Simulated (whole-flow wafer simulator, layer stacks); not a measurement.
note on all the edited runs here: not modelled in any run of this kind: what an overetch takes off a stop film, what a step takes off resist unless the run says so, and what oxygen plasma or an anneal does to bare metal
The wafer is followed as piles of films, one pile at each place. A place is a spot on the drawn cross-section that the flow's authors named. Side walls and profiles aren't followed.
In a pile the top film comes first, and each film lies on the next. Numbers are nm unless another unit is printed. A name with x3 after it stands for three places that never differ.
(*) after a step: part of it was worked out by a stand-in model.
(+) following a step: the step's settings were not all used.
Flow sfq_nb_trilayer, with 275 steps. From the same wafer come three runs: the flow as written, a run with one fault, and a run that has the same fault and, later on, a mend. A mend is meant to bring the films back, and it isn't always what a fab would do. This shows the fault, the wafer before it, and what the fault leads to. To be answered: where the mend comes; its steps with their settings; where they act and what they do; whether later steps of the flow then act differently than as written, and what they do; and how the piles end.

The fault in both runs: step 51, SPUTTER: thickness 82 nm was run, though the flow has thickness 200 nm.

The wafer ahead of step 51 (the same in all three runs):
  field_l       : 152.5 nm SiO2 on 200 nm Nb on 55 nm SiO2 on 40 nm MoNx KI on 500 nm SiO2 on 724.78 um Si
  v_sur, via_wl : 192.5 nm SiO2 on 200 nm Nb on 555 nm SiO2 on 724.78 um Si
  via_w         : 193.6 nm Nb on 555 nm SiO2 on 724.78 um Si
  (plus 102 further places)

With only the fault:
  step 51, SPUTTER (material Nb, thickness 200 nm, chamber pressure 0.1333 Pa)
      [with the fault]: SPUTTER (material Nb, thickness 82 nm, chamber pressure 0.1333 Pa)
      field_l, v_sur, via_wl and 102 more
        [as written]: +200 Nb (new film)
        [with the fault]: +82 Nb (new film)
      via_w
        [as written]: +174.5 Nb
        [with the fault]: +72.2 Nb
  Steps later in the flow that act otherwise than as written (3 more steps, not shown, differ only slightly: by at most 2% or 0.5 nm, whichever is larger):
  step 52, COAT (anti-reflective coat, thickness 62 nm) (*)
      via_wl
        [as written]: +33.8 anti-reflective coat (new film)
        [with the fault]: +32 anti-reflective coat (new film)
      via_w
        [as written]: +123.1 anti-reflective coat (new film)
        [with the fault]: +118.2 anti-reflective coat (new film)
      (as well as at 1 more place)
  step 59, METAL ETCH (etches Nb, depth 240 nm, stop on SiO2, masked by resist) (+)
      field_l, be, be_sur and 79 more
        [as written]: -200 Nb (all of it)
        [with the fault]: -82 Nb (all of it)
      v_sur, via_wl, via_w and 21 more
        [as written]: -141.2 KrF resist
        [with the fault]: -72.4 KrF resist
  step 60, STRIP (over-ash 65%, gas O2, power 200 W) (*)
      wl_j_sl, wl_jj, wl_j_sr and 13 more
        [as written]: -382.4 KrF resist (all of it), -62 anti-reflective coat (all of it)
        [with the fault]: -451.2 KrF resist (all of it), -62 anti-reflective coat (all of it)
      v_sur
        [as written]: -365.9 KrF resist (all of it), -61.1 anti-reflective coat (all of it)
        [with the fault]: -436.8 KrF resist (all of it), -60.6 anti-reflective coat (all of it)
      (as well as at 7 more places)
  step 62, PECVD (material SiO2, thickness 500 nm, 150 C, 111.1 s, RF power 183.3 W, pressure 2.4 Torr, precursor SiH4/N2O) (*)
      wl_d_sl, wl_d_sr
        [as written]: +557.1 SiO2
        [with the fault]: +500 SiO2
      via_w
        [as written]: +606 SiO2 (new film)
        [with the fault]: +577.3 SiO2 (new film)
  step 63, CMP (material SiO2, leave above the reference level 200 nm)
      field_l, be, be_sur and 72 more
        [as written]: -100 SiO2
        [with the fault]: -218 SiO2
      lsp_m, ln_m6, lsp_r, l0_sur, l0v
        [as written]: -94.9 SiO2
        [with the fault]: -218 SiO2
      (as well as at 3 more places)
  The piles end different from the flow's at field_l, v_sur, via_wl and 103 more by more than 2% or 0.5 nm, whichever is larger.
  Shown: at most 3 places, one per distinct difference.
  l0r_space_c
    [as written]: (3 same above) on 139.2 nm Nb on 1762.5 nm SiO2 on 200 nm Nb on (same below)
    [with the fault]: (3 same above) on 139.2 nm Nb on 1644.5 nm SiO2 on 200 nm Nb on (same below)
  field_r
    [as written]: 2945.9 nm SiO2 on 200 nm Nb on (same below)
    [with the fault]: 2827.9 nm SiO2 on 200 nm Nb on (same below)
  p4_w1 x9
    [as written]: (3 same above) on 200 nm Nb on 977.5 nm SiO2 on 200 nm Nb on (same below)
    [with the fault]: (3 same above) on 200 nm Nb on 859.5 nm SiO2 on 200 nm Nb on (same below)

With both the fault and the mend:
  The mend follows step 51.
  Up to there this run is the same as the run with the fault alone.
  step 51a, SPUTTER (material Nb, thickness 118 nm, chamber pressure 0.1333 Pa) (the flow's step 51, run once more with other settings)
      field_l, v_sur, via_wl and 102 more
        +118 Nb
      via_w
        +98.1 Nb
  None of the later steps of the flow differs from how it acts as written, at any place that is followed, by more than 2% or 0.5 nm, whichever is larger.
  The piles end only slightly different from the flow's at the places that both follow, by no more than 2% or 0.5 nm, whichever is larger.
